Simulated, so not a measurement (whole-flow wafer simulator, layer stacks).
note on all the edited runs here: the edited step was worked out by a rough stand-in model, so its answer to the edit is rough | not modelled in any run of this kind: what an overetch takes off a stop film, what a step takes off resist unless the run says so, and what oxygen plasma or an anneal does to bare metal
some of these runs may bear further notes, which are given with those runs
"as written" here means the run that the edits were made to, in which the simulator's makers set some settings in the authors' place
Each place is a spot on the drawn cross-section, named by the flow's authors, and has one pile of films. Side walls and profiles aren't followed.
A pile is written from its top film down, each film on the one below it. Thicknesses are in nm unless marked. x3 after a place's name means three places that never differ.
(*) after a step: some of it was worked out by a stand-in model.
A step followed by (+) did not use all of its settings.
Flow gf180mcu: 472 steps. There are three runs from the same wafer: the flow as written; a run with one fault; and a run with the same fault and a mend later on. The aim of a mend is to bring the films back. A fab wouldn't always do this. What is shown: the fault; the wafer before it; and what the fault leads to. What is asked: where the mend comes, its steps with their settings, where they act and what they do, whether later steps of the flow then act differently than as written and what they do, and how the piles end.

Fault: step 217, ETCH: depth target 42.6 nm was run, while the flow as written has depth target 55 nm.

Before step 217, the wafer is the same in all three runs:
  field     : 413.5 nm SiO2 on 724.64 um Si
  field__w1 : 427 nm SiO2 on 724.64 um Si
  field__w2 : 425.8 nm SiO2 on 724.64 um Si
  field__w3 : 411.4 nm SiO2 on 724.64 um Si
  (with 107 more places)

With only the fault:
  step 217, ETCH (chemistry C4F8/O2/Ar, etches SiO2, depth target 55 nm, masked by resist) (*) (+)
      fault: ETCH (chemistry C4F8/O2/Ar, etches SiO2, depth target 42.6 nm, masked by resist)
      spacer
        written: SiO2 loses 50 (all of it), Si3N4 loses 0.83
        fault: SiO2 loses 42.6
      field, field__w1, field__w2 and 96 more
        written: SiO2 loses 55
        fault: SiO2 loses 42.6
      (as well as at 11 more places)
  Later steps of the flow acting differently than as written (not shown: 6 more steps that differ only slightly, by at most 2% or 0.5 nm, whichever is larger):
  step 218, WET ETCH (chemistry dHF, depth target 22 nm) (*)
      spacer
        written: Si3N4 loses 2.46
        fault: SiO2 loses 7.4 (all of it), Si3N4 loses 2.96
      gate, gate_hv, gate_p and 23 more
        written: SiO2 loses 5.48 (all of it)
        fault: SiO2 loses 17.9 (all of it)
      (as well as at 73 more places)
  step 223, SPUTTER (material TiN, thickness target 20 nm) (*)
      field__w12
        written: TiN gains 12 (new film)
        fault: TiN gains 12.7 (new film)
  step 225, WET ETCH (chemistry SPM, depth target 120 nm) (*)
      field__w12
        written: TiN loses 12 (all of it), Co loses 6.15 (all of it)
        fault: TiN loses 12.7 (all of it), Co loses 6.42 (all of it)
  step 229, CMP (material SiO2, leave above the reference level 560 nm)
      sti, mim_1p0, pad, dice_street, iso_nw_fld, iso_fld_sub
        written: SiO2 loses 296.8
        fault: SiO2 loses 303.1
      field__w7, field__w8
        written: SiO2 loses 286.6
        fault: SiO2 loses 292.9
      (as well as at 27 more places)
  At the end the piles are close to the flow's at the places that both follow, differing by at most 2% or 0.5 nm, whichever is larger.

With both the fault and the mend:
  The mend stands after step 217.
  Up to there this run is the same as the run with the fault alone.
  step 217a, ETCH (chemistry C4F8/O2/Ar, etches SiO2, depth target 12.4 nm, masked by resist) (*) (+) (the flow's step 217, run once more with other settings)
      field, field__w1, field__w2 and 96 more
        SiO2 loses 12.4
      field__w5, field__w9, field__w13 and 8 more
        resist loses 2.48
      spacer
        SiO2 loses 7.4 (all of it), Si3N4 loses 0.83
  Every later step of the flow that is run acts as written at every place that is followed.
  The piles end the same as the flow's at every place that both follow.
